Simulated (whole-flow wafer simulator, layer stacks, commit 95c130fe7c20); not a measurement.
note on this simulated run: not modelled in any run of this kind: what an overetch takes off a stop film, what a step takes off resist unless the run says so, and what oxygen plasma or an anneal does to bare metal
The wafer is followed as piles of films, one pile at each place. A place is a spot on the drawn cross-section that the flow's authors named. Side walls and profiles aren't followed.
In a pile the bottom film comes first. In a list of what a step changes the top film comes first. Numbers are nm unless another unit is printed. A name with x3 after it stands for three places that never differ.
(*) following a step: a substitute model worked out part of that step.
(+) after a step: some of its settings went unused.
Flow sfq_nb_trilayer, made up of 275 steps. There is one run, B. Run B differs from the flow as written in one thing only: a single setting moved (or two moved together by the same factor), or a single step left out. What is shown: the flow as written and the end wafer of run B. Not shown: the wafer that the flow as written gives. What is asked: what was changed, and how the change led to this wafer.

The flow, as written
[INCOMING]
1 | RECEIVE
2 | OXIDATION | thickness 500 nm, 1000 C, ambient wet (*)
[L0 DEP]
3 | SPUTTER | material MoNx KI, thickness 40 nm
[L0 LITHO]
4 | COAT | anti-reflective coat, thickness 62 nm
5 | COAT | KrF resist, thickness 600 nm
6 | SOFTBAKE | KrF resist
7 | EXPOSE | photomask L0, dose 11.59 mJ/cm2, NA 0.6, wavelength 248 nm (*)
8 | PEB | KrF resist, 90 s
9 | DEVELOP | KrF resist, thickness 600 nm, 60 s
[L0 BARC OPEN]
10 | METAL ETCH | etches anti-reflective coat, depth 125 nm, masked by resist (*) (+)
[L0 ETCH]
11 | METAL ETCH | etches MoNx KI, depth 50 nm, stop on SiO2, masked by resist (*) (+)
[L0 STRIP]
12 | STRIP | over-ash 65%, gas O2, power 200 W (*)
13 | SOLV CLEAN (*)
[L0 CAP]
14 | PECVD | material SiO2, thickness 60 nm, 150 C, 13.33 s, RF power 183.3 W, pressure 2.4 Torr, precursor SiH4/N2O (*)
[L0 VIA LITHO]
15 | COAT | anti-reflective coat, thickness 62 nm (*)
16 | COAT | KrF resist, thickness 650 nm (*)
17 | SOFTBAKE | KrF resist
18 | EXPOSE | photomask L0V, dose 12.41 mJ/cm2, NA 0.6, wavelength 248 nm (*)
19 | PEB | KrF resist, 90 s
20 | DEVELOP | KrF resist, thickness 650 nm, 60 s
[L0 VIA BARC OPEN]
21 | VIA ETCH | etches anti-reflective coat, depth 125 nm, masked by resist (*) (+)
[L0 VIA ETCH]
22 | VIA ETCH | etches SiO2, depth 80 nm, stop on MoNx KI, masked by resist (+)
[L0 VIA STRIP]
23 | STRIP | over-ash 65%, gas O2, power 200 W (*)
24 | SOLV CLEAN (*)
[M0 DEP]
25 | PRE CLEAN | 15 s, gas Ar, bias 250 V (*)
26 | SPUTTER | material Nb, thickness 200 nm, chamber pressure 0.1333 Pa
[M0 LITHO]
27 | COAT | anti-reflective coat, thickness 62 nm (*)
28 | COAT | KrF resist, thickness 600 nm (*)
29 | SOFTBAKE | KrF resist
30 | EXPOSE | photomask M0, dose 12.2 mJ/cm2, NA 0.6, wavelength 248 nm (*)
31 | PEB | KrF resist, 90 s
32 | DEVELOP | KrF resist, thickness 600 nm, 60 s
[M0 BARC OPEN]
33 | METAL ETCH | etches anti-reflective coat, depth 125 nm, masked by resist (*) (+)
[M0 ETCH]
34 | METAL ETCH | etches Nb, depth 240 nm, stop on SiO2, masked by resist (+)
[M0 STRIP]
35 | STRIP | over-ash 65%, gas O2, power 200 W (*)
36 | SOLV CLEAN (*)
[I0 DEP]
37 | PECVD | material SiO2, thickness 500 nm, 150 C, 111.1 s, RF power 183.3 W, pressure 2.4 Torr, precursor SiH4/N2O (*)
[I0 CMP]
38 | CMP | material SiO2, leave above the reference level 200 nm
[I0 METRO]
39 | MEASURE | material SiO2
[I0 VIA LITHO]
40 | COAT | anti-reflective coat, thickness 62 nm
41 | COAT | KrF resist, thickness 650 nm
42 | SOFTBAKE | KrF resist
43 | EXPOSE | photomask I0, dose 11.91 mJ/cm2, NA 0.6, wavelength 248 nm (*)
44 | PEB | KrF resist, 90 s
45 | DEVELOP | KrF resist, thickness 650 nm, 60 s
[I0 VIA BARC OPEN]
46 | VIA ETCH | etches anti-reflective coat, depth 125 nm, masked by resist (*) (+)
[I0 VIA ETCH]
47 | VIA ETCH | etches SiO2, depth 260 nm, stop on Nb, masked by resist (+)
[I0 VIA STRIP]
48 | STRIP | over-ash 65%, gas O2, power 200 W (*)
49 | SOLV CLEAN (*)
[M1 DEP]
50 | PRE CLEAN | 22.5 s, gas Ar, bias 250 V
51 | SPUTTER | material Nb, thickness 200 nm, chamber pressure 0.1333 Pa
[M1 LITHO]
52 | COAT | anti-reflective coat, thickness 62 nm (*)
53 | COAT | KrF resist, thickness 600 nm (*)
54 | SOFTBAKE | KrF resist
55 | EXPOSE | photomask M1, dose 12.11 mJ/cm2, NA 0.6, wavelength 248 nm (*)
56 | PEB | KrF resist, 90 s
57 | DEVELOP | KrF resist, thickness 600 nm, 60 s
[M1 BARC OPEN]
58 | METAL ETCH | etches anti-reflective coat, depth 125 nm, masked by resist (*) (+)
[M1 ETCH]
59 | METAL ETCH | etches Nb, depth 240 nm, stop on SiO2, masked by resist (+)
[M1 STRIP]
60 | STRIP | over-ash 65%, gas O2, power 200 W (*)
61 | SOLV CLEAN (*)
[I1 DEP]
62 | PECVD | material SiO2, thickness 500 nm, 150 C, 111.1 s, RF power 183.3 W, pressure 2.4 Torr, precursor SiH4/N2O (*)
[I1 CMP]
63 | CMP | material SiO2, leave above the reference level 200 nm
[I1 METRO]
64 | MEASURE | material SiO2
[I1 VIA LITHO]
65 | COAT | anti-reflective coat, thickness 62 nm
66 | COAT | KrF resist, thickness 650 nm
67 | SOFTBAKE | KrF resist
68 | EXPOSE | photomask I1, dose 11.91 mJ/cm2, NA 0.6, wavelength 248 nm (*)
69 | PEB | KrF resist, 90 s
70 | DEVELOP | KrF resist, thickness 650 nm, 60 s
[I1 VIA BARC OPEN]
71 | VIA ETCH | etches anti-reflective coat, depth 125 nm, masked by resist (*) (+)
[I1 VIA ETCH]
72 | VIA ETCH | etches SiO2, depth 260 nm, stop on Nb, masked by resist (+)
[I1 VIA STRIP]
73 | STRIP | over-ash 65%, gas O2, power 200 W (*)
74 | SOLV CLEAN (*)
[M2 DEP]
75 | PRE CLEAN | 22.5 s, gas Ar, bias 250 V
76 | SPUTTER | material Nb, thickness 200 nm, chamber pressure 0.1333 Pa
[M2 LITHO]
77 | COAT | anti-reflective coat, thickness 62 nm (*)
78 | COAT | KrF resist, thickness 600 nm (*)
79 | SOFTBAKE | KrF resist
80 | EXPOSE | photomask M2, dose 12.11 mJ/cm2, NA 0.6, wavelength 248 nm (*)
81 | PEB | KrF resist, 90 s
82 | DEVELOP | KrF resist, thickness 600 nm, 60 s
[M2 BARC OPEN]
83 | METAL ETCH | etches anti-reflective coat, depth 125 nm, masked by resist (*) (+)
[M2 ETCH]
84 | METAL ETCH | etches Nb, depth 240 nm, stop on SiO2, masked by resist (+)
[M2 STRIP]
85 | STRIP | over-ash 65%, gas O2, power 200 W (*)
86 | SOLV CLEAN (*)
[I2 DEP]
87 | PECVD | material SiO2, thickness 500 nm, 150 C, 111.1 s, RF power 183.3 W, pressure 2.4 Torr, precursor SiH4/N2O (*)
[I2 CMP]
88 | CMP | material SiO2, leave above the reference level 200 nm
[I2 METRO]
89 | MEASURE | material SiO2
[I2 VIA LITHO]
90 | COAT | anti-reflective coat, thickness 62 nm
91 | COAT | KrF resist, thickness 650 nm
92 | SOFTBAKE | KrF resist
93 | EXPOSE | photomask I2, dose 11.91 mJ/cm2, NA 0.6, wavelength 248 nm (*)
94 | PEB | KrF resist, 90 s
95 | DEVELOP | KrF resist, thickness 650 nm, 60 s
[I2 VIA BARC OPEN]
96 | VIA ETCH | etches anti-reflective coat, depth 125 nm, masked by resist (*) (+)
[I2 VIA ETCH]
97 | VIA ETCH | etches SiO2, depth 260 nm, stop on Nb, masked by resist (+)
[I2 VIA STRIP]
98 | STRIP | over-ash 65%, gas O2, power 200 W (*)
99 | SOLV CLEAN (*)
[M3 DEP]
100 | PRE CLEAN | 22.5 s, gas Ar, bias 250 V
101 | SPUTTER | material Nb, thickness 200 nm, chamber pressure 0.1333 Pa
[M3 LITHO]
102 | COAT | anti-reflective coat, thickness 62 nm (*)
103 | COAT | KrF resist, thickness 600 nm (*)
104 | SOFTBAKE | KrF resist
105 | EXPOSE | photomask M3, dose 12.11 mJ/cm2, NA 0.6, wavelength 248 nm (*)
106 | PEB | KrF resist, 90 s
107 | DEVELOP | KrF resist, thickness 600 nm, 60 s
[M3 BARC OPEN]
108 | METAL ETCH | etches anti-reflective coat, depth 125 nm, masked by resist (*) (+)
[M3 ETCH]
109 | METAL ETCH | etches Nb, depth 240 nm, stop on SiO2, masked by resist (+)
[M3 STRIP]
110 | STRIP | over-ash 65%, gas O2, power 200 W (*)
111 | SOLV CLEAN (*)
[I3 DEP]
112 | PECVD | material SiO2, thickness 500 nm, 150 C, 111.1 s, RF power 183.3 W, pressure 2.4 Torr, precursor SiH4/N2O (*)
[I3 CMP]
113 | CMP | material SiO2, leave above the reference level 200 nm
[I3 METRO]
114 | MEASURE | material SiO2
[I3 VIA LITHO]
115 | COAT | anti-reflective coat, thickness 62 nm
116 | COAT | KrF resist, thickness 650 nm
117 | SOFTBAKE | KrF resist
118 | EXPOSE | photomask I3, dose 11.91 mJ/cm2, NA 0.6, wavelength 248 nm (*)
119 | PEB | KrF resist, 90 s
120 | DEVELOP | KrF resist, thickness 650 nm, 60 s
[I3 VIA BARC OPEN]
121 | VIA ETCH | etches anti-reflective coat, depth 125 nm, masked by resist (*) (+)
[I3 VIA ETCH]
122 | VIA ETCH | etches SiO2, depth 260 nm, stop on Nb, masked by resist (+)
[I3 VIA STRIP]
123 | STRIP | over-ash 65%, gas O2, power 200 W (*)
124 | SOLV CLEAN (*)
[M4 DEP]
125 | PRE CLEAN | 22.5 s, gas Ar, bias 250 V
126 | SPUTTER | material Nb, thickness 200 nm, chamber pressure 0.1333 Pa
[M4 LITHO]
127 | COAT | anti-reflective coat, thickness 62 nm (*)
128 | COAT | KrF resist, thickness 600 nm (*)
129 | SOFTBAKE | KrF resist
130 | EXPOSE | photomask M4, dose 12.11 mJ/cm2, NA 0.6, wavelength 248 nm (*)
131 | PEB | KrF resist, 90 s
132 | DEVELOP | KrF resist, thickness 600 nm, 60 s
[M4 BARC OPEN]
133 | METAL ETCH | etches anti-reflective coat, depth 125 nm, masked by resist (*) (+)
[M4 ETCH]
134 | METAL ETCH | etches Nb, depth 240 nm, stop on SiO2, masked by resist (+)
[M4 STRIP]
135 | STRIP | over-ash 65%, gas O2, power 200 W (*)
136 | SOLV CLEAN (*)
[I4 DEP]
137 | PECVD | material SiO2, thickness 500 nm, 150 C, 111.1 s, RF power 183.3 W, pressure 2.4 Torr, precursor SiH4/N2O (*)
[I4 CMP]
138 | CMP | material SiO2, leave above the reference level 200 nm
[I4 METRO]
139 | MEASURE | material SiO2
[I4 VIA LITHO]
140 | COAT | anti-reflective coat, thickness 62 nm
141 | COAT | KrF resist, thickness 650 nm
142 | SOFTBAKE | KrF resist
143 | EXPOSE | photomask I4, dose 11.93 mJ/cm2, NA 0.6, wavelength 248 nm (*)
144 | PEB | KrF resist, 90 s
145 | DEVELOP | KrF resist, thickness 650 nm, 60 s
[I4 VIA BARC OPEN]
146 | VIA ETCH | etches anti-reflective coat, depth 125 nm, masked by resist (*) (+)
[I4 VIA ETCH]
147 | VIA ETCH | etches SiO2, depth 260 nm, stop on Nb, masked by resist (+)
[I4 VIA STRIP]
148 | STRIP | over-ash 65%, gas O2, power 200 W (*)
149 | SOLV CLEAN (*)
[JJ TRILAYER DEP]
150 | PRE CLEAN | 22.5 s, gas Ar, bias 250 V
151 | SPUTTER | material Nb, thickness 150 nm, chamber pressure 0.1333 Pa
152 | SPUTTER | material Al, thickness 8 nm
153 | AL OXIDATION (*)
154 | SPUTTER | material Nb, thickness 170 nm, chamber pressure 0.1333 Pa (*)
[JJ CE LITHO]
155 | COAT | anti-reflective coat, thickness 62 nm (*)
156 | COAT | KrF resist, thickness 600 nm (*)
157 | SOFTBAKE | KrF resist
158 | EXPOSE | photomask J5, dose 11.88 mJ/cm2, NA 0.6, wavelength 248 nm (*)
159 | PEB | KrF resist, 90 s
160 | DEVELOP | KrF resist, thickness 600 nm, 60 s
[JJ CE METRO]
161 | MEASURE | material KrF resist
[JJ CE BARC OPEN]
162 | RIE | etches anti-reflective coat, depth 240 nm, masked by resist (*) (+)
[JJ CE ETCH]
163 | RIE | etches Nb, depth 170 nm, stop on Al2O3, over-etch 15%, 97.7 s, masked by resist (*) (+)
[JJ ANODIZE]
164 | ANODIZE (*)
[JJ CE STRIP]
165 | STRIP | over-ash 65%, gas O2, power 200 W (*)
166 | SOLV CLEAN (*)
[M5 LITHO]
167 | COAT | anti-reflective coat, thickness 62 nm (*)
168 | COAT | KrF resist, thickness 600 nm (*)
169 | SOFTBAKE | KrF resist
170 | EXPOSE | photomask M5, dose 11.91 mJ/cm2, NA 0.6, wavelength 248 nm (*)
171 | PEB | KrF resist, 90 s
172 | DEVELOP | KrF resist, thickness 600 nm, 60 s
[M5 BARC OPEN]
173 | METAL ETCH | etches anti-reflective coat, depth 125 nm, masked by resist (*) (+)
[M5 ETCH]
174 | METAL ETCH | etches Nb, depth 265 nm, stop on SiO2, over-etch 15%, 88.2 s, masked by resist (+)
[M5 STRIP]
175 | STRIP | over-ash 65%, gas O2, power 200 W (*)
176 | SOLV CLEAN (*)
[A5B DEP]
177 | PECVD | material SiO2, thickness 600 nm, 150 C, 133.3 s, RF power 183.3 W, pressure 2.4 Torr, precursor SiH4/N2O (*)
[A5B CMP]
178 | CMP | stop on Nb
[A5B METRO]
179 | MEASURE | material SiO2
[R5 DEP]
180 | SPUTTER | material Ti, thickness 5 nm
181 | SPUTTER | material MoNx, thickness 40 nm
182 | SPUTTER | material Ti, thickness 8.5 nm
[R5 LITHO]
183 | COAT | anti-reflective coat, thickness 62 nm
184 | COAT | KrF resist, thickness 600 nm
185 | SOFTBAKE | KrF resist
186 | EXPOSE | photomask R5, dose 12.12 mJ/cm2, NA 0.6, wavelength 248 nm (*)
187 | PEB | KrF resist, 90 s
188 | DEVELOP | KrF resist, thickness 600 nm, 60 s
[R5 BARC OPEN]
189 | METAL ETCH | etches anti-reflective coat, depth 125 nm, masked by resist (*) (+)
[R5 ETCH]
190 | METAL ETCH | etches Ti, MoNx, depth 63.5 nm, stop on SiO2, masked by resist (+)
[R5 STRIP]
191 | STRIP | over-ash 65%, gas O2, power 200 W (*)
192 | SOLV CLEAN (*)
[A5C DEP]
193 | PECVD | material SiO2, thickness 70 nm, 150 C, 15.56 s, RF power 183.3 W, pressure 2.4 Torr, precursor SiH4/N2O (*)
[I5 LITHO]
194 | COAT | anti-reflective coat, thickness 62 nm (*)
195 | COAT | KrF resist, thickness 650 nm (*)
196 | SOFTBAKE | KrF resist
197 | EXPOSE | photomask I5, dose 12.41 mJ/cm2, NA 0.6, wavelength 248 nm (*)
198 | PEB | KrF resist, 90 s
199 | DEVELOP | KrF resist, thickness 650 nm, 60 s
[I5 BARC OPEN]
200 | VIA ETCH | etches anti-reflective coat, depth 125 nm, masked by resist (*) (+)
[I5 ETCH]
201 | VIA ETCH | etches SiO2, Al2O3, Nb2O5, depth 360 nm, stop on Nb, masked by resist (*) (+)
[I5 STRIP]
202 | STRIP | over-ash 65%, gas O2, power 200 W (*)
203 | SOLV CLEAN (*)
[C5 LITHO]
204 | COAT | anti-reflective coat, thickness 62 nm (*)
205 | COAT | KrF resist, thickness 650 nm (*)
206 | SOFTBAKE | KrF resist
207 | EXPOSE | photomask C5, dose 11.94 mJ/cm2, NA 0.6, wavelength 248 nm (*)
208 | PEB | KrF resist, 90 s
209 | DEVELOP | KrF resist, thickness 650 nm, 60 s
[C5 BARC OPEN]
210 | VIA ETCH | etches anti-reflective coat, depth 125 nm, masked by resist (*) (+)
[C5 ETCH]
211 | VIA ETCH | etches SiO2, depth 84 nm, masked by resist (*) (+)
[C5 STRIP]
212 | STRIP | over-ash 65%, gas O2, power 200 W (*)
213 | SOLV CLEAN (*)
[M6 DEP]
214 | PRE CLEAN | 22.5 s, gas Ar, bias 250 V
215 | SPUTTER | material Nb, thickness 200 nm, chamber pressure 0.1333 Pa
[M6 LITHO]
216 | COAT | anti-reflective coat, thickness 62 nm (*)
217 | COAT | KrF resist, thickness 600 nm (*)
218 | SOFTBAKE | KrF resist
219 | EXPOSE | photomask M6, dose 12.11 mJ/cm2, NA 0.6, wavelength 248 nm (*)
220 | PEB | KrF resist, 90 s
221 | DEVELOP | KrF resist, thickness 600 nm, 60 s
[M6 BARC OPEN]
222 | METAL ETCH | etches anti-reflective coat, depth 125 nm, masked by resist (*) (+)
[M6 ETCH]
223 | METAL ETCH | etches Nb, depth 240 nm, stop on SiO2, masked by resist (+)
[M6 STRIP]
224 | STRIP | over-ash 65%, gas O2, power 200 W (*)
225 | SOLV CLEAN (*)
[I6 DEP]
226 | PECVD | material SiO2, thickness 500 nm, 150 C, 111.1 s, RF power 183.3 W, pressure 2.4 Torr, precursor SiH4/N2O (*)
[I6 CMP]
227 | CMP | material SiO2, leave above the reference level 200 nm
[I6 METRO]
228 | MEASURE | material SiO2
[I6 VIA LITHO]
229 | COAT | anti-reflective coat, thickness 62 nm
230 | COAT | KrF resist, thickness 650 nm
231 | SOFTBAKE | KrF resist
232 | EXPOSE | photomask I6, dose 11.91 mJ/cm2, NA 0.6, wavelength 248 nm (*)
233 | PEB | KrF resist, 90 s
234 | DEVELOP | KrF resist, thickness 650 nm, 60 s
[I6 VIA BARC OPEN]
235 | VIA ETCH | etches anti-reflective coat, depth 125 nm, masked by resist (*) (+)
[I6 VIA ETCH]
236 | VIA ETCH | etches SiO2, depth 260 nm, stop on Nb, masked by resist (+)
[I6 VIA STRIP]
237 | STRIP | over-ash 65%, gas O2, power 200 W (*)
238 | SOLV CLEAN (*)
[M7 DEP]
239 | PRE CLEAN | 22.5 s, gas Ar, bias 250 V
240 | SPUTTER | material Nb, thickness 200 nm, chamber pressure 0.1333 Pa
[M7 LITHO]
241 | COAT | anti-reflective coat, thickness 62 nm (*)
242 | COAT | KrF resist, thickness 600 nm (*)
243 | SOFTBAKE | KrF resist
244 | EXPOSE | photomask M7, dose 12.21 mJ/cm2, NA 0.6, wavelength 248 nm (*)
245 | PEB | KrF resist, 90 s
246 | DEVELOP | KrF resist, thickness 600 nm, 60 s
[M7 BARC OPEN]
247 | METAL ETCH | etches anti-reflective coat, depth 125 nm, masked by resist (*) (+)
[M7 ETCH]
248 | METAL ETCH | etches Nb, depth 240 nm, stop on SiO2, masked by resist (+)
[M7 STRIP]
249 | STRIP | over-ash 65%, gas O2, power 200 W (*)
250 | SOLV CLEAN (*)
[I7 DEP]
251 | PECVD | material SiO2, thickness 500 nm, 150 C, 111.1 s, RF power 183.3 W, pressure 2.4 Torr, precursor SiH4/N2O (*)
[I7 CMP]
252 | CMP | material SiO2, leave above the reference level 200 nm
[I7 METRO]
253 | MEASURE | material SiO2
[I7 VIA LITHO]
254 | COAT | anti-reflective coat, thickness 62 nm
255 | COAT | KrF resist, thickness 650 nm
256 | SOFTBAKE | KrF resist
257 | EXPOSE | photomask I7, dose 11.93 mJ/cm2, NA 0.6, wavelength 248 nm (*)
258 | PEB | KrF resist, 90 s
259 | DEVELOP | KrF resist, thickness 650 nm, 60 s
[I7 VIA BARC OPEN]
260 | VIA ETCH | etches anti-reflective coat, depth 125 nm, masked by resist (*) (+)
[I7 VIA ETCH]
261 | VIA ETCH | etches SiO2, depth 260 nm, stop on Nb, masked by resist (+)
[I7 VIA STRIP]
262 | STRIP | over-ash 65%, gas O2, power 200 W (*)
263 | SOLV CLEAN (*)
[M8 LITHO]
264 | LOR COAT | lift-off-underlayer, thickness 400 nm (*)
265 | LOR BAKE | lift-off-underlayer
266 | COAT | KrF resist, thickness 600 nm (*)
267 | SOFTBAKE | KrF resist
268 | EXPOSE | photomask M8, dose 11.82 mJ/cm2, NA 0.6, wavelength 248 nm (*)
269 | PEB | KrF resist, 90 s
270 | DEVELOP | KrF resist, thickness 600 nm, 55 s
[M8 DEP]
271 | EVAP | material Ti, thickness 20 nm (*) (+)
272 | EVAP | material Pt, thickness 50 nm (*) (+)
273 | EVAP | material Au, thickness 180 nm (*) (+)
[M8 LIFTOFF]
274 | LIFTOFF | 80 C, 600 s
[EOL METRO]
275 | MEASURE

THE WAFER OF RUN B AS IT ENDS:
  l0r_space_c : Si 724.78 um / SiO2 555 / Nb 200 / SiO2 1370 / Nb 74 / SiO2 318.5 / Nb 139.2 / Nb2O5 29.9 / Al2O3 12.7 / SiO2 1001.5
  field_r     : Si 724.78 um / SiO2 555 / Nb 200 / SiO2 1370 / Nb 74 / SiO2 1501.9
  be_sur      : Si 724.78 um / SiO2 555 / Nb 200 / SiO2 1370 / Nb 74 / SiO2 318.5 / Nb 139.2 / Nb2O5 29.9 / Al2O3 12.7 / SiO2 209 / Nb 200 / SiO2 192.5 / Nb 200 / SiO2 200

Cause: step 134, METAL ETCH: depth 126 nm was run, though the flow has depth 240 nm.

How this came from the change, step by step:
  134 | METAL ETCH | etches Nb, depth 240 nm, stop on SiO2, masked by resist (+)
      field_l, be, be_sur and 64 more: -126 Nb (as written it would have been: -200 Nb (all of it))
      v_sur, via_wl, via_w and 36 more: -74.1 KrF resist (as written it would have been: -141.2 KrF resist)
  135 | STRIP | over-ash 65%, gas O2, power 200 W (*)
      p4_fl, p4_fm, p4_w1 and 26 more: -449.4 KrF resist (all of it), -62 anti-reflective coat (all of it) (as written it would have been: -382.4 KrF resist (all of it), -62 anti-reflective coat (all of it))
      ln_m5, lsp_m, ln_m6: -449 KrF resist (all of it), -61.8 anti-reflective coat (all of it) (as written it would have been: -381.9 KrF resist (all of it), -61.8 anti-reflective coat (all of it))
      (also at 7 further places)
  137 | PECVD | material SiO2, thickness 500 nm, 150 C, 111.1 s, RF power 183.3 W, pressure 2.4 Torr, precursor SiH4/N2O (*)
      field_l, be, be_sur and 55 more: +500 SiO2 (new film) (as written it would have been: +500 SiO2)
      p3_s0, p3_s1, p3_s2, p3_s3, p3_s4, p3_s5: +500 SiO2 (new film) (as written it would have been: +557.1 SiO2)
      (also at 3 further places)
  138 | CMP | material SiO2, leave above the reference level 200 nm
      field_l, be, be_sur and 55 more: -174 SiO2 (as written it would have been: -100 SiO2)
      p3_s0, p3_s1, p3_s2, p3_s3, p3_s4, p3_s5: -174 SiO2 (as written it would have been: -157.1 SiO2)
      (also at 3 further places)
If metal films that touch count as one body, l0r_space_c has 3 bodies (between them, from the top down: SiO2 318.5; SiO2 1370); the flow as written gives 2 bodies (between them, from the top down: SiO2 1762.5).
If metal films that touch count as one body, field_r has 2 bodies (between them, from the top down: SiO2 1370); the flow as written gives 1 body.
If metal films that touch count as one body, be_sur has 5 bodies (between them, from the top down: SiO2 192.5; SiO2 209 / Al2O3 12.7 / Nb2O5 29.9; SiO2 318.5; SiO2 1370); the flow as written gives 4 bodies (between them, from the top down: SiO2 192.5; SiO2 209 / Al2O3 12.7 / Nb2O5 29.9; SiO2 1762.5).
